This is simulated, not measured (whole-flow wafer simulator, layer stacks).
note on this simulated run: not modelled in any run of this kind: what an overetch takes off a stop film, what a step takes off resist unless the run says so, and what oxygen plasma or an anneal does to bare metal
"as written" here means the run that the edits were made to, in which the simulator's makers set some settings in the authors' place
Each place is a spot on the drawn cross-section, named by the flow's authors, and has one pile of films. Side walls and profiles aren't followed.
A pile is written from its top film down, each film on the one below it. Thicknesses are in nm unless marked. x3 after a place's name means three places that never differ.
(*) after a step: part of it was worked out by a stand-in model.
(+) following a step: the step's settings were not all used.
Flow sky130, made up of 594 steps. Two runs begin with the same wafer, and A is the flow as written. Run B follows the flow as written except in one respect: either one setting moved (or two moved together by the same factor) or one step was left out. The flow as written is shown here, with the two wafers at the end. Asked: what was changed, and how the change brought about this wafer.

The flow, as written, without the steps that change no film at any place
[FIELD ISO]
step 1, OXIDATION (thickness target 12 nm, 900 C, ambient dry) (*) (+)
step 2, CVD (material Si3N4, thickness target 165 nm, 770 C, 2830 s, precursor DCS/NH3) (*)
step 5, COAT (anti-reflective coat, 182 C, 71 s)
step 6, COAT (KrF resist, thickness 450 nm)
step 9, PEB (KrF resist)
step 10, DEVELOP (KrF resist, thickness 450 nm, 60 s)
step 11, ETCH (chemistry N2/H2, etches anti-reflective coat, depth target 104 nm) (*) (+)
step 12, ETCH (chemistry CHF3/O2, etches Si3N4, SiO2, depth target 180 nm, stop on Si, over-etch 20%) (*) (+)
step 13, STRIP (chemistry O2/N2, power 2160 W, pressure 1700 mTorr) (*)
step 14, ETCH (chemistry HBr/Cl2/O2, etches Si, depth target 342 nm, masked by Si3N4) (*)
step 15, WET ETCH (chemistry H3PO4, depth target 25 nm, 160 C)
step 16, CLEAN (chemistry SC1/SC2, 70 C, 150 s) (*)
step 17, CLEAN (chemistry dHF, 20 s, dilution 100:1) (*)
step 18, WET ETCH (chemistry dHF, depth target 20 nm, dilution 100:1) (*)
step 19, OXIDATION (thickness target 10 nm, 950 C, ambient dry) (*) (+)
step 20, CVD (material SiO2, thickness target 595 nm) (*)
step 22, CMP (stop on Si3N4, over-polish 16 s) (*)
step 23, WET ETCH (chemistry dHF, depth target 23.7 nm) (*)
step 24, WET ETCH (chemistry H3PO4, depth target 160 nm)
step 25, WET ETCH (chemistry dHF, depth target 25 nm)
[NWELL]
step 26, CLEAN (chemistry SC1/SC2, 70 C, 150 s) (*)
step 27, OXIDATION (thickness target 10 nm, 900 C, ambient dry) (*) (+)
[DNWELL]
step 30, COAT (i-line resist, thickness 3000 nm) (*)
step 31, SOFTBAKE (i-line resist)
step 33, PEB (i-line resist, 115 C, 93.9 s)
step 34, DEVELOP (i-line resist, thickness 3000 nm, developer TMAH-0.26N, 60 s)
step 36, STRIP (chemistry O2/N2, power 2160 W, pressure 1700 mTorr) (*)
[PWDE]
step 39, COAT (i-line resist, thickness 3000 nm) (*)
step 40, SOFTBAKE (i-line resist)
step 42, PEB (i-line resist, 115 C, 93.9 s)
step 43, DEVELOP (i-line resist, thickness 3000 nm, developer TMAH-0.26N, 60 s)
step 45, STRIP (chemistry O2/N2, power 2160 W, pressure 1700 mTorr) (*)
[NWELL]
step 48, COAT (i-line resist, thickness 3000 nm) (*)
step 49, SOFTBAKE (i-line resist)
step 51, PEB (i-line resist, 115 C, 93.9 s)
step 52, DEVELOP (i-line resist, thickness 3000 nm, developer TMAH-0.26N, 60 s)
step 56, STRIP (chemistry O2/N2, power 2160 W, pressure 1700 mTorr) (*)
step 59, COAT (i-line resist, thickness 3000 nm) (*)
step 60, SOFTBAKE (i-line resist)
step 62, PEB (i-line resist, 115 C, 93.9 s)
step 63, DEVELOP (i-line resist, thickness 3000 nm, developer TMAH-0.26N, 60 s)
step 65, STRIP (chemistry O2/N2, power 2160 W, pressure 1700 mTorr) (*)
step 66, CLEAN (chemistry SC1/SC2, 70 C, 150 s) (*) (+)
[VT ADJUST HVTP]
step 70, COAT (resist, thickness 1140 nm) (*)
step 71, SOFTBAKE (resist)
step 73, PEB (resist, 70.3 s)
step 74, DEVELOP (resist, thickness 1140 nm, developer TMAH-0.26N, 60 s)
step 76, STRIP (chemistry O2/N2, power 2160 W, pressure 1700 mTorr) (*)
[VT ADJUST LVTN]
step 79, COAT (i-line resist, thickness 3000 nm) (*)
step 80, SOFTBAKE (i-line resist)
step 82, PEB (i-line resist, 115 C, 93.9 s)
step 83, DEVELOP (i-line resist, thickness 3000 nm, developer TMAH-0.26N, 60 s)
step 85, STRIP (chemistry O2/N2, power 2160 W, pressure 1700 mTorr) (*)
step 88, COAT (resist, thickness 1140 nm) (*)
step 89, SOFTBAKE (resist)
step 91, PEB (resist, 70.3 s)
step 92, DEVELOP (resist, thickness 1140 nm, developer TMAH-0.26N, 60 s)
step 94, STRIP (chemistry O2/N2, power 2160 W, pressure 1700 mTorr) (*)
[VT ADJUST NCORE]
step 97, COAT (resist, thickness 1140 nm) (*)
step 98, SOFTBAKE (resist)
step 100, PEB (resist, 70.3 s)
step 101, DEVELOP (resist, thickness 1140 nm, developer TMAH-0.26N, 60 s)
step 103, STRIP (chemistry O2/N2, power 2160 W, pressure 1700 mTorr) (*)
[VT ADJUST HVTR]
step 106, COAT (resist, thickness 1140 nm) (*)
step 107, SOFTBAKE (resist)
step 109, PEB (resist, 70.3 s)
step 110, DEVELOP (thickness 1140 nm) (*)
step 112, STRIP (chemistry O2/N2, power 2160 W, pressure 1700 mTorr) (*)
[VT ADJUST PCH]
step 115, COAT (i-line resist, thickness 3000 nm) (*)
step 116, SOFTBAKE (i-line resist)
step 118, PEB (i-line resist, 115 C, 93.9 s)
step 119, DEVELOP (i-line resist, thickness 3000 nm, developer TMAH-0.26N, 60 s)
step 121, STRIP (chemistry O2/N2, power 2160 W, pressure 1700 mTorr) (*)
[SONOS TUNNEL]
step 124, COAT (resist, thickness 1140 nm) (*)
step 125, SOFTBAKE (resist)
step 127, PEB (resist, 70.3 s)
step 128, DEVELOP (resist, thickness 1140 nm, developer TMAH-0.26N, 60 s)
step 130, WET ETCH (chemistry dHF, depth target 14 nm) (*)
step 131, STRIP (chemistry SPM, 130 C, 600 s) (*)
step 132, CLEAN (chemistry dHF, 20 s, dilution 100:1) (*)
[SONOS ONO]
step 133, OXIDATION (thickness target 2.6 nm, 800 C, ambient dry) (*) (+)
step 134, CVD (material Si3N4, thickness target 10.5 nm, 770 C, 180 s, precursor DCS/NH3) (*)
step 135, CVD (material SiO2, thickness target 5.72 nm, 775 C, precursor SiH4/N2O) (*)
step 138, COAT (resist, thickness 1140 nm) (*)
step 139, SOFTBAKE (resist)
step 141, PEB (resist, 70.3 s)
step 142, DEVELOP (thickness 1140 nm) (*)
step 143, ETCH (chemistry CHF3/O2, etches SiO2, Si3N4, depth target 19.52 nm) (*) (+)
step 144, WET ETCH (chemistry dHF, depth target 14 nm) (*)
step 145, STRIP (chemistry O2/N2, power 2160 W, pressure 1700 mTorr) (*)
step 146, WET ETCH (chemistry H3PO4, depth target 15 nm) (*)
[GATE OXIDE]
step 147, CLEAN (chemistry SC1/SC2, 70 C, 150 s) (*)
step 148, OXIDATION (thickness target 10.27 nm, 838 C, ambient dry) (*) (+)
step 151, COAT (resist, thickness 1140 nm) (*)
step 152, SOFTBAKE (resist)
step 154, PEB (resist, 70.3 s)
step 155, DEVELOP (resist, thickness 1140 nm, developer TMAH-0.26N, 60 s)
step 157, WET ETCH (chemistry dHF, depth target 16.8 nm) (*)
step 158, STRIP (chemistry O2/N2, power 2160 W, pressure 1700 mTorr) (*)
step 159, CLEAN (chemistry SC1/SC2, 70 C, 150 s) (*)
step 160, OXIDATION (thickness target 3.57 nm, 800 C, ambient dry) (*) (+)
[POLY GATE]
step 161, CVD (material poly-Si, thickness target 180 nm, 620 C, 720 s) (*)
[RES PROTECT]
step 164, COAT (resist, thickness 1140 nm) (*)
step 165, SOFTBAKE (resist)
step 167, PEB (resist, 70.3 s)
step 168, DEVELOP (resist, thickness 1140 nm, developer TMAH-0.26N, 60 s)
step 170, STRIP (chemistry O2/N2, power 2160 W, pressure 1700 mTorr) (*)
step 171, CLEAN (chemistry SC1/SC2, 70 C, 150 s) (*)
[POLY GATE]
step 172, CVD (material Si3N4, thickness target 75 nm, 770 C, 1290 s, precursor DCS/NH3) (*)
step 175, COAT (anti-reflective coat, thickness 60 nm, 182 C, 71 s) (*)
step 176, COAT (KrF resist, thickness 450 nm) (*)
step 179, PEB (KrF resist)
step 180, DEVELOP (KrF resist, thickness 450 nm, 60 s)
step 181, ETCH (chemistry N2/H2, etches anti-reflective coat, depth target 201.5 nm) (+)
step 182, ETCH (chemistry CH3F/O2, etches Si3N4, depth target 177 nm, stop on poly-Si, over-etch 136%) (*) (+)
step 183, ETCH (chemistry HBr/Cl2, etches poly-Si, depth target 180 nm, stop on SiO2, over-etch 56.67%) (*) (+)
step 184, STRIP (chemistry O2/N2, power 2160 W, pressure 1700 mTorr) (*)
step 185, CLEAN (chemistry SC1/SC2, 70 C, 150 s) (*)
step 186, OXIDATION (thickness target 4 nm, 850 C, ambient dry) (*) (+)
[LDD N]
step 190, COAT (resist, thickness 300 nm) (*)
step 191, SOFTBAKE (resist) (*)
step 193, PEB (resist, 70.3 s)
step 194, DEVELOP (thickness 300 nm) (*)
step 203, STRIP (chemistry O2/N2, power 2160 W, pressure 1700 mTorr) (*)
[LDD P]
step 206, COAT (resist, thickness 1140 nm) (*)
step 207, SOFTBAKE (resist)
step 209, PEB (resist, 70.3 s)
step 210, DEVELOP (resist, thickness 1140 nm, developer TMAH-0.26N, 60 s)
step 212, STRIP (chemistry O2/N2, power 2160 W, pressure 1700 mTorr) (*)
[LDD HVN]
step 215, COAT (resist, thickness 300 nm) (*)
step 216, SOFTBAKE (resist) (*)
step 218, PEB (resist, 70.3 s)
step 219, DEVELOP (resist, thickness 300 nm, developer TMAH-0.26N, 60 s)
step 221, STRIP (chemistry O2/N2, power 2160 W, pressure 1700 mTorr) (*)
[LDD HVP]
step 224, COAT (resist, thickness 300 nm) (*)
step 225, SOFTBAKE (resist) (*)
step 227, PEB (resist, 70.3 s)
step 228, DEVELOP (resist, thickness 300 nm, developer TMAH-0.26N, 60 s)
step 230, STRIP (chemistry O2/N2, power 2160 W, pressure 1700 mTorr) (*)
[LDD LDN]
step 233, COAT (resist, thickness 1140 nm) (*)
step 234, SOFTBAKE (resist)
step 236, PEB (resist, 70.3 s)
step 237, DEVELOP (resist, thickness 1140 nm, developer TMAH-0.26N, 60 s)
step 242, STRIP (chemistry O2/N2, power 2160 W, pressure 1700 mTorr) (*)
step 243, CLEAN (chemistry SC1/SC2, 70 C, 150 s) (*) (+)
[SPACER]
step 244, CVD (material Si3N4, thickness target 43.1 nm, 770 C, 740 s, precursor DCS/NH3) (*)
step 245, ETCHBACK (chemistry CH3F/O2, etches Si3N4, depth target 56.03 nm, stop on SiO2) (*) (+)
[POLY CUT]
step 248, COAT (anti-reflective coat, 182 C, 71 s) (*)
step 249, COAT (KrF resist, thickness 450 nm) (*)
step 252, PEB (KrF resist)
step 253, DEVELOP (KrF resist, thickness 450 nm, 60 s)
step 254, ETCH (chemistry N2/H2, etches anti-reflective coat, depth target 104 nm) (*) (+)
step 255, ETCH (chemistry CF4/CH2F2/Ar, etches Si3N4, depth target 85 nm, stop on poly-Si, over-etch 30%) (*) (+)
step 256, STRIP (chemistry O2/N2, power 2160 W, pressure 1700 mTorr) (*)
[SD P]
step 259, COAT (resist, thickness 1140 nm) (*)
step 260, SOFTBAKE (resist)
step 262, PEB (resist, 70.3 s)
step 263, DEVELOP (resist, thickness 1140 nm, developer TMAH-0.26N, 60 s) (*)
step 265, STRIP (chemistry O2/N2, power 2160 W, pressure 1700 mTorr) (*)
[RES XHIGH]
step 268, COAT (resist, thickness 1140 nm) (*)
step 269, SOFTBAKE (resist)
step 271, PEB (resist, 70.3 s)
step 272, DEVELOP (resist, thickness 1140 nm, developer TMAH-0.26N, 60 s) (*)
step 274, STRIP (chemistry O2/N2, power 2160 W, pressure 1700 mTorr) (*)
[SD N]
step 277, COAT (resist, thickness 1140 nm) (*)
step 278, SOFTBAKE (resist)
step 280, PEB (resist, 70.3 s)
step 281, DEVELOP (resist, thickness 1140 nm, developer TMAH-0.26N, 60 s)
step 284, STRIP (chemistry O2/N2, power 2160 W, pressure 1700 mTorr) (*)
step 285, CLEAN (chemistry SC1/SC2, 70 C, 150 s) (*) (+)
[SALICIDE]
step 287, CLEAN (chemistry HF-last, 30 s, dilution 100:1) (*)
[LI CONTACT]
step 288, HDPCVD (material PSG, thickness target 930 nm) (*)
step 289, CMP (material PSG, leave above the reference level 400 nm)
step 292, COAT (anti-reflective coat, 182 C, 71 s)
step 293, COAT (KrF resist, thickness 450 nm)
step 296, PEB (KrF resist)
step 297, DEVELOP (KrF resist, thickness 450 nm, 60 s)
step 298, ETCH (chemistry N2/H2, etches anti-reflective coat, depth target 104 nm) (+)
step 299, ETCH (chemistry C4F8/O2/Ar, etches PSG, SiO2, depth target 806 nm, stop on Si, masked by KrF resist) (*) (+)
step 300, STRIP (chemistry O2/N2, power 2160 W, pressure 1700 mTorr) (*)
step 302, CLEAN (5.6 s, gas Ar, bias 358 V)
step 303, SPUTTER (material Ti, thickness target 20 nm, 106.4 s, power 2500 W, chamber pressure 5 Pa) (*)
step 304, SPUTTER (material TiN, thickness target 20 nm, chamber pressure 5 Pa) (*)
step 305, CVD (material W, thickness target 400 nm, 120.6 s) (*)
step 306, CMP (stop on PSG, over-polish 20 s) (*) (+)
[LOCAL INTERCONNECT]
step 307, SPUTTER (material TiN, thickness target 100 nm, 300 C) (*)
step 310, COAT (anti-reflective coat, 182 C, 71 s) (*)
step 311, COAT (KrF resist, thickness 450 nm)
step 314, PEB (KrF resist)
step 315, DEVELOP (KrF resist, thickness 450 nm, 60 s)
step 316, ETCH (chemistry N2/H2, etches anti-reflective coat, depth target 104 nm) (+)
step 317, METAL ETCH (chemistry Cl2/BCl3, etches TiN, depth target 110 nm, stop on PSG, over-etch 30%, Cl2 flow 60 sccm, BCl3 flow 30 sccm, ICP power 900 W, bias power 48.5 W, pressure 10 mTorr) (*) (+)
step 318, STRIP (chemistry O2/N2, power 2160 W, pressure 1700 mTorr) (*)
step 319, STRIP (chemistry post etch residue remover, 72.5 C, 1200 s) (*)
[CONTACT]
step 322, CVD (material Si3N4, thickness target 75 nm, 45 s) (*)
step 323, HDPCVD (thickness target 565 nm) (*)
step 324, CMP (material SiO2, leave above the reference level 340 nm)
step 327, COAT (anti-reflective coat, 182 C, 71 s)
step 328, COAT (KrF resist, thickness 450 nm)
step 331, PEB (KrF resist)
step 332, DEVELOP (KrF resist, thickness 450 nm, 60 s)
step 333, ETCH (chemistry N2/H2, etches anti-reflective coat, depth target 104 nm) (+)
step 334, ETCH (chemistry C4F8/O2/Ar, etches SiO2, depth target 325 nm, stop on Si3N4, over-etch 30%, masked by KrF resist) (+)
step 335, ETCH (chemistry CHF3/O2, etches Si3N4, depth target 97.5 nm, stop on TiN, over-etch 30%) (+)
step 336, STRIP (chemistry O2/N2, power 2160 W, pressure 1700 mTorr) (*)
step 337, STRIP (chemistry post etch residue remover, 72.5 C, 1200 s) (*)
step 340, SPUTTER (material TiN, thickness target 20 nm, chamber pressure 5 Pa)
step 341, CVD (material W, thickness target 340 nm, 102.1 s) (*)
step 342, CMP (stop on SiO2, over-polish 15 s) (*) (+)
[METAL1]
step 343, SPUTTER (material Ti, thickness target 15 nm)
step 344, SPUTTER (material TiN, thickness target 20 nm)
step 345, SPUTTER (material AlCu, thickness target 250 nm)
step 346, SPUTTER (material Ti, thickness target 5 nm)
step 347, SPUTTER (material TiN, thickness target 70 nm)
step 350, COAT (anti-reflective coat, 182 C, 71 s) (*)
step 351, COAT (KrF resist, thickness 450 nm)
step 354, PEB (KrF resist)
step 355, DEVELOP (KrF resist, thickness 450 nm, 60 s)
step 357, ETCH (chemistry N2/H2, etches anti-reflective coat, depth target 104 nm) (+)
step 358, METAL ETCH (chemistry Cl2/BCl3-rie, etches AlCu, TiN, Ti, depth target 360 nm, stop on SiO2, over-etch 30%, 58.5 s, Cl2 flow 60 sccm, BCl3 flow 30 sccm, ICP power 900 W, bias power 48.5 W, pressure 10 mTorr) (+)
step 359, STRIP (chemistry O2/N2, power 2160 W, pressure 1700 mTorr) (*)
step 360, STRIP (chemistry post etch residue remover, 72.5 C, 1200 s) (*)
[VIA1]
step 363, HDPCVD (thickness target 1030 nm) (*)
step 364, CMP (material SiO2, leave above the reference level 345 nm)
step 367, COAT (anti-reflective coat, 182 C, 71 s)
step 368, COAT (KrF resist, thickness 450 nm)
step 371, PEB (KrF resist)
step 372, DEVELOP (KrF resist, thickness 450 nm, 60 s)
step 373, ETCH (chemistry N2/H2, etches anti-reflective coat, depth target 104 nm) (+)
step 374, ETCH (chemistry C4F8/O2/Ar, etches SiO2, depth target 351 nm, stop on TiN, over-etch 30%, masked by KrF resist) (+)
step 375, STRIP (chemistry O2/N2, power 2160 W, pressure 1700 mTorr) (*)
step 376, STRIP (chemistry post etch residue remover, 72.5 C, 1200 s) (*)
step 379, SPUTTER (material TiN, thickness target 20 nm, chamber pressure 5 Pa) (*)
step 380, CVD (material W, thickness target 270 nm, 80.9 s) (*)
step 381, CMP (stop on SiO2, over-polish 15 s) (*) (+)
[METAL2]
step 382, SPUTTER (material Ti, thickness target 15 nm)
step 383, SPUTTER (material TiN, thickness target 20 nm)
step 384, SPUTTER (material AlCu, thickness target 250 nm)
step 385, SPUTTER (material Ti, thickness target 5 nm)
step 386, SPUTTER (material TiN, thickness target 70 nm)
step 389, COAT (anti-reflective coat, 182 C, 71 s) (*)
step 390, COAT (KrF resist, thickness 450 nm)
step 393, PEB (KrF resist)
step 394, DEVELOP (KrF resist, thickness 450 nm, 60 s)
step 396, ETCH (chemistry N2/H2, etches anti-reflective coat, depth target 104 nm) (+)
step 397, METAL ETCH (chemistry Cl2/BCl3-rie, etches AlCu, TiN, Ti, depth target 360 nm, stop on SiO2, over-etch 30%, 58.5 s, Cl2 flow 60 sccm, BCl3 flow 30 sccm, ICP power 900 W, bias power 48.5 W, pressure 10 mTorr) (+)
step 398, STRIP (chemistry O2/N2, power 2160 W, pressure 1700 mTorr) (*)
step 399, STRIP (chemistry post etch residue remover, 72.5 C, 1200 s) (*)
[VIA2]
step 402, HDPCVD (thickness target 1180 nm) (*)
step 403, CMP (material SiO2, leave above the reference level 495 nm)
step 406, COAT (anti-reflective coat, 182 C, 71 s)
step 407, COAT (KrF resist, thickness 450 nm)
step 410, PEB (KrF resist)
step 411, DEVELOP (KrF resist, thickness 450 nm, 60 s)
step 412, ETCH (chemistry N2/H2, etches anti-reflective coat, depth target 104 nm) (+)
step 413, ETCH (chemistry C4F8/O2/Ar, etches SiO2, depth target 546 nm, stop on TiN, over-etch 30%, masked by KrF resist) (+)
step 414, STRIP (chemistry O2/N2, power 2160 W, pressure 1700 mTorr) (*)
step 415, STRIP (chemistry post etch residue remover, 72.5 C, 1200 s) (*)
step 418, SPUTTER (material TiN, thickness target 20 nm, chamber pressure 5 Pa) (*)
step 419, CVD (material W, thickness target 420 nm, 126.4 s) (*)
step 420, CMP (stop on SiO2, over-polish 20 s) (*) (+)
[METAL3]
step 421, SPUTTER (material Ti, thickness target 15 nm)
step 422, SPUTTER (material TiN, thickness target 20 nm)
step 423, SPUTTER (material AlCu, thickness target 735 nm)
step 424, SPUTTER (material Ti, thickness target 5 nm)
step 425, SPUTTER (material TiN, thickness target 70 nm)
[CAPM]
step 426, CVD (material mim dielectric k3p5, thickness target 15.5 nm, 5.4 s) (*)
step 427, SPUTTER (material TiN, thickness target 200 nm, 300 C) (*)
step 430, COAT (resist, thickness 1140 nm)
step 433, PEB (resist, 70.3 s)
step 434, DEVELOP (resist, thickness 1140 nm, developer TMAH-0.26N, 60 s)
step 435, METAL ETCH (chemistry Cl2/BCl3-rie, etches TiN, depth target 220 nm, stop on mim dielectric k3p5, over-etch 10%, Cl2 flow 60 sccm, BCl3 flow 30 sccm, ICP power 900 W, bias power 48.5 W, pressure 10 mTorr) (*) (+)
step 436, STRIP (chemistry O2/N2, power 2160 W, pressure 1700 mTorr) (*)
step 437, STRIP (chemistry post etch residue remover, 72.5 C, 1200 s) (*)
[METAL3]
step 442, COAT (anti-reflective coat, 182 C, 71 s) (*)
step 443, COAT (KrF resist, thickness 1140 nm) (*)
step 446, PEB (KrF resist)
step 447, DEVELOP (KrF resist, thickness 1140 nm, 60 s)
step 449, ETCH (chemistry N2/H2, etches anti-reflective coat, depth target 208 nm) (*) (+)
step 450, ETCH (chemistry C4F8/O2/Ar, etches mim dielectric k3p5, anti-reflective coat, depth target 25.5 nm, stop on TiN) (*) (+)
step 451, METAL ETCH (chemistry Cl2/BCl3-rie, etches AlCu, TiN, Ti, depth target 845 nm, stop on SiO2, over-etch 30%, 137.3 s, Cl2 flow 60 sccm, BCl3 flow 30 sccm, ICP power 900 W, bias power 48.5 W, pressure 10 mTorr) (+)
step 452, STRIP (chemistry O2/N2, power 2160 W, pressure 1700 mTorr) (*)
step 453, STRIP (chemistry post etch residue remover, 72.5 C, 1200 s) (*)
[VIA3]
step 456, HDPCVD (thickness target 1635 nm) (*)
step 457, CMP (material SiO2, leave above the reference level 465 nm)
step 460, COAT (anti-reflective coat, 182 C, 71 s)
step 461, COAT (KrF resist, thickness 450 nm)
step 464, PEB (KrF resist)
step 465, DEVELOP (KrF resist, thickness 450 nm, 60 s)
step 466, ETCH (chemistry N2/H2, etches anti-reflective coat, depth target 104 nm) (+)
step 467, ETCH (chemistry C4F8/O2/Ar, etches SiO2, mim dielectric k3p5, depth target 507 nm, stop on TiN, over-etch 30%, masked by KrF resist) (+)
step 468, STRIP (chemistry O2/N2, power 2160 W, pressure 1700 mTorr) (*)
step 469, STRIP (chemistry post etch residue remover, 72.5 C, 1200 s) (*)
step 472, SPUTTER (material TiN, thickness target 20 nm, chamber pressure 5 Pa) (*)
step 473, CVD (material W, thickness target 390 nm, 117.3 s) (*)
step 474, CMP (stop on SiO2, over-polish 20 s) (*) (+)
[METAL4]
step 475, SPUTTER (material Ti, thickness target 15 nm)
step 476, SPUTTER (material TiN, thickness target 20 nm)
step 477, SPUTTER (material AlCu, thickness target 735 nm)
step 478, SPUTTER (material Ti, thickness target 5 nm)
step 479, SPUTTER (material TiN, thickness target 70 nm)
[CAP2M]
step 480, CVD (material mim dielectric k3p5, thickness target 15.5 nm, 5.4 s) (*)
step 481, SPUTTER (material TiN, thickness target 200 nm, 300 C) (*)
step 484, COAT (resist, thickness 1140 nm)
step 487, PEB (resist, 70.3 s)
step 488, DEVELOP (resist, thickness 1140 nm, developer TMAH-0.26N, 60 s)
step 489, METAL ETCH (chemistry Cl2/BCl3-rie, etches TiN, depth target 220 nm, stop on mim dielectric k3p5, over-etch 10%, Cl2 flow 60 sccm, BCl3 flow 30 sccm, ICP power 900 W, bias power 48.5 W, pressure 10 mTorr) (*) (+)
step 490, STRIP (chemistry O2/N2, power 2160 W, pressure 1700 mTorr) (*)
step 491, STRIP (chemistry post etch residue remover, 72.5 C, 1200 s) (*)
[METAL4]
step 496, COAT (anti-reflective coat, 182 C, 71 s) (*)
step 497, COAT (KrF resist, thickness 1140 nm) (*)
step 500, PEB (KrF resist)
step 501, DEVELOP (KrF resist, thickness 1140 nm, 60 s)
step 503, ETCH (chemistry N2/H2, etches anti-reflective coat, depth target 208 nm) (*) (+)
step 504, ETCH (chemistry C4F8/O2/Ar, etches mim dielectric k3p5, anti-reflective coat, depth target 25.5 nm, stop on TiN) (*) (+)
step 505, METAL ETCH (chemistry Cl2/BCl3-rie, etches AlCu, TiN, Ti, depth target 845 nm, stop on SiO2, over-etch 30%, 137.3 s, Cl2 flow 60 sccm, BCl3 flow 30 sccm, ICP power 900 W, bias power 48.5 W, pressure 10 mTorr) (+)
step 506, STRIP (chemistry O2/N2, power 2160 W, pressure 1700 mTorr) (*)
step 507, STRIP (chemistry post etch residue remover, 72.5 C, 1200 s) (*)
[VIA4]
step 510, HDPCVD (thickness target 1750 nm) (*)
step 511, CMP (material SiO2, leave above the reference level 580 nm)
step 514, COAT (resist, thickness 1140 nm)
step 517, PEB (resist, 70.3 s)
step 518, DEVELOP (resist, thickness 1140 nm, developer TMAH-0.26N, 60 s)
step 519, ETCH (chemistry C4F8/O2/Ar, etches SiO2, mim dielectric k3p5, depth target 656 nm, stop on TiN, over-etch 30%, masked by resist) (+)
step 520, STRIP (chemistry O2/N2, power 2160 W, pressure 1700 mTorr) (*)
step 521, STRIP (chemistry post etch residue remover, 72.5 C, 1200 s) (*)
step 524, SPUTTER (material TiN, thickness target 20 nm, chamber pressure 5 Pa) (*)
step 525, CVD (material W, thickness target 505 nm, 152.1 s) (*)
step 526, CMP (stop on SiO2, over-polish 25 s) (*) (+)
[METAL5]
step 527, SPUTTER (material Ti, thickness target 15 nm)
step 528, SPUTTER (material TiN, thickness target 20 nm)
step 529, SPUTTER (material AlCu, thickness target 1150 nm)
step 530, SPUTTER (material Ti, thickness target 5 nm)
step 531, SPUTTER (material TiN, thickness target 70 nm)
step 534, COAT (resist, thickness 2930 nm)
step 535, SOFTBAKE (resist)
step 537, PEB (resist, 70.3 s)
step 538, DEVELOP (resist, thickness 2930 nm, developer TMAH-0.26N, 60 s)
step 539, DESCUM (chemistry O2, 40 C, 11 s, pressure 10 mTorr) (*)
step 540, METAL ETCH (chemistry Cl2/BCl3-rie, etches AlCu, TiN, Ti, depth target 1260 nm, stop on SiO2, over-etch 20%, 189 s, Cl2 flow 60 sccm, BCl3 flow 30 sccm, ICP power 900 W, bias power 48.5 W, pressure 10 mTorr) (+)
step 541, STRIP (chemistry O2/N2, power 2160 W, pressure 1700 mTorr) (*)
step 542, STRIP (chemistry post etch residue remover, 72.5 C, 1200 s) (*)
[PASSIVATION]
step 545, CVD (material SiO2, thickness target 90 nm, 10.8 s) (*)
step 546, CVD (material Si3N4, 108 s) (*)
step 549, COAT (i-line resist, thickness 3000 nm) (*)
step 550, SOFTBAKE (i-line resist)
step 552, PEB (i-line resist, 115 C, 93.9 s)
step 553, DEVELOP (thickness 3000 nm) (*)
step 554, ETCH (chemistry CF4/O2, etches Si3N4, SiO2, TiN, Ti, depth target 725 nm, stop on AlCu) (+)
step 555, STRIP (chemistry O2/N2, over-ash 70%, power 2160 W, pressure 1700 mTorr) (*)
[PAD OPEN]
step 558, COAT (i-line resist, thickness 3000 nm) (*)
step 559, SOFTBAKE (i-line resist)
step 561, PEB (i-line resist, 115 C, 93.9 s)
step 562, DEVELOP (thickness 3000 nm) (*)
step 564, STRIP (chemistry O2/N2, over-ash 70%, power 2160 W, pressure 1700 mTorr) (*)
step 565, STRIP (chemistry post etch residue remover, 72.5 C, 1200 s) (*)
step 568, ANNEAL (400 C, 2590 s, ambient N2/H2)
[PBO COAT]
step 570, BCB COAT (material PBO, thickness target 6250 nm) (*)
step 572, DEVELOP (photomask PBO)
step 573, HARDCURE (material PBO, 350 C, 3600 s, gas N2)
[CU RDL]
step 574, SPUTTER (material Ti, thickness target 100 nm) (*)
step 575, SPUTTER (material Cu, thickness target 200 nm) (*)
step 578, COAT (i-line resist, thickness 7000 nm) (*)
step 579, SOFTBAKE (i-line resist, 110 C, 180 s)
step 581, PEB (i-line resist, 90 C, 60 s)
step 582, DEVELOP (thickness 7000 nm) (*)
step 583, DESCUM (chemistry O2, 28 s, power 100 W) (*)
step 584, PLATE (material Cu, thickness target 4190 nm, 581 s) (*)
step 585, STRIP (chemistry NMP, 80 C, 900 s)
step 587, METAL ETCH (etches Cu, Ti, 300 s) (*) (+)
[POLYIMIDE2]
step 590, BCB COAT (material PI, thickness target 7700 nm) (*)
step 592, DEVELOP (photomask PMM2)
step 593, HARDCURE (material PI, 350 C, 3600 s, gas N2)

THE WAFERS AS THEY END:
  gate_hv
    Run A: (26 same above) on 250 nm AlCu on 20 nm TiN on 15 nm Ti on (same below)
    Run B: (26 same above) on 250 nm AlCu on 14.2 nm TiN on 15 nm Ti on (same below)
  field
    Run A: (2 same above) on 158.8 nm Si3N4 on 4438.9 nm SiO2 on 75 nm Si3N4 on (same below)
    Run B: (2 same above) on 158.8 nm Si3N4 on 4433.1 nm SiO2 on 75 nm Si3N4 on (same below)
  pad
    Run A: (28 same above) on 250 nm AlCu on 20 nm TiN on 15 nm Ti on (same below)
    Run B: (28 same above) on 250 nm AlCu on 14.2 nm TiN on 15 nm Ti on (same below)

The reason: step 344, SPUTTER: thickness target 14.2 nm was run, though the flow has thickness target 20 nm.
The wafer itself shows it: gate_hv has TiN 14.2, and step 344 as written asks for 20 nm.

The path from the change to this, step by step:
  step 344, SPUTTER (material TiN, thickness target 20 nm)
      field, active, n_well and 188 more: A +20 TiN (new film) | B +14.2 TiN (new film)
  step 358, METAL ETCH (chemistry Cl2/BCl3-rie, etches AlCu, TiN, Ti, depth target 360 nm, stop on SiO2, over-etch 30%, 58.5 s, Cl2 flow 60 sccm, BCl3 flow 30 sccm, ICP power 900 W, bias power 48.5 W, pressure 10 mTorr) (+)
      field, active, gate and 81 more: A -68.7 TiN (all of it), -5 Ti (all of it), -250 AlCu (all of it), -20 TiN (all of it), -15 Ti (all of it), -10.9 SiO2 | B -68.7 TiN (all of it), -5 Ti (all of it), -250 AlCu (all of it), -14.2 TiN (all of it), -15 Ti (all of it), -11.5 SiO2
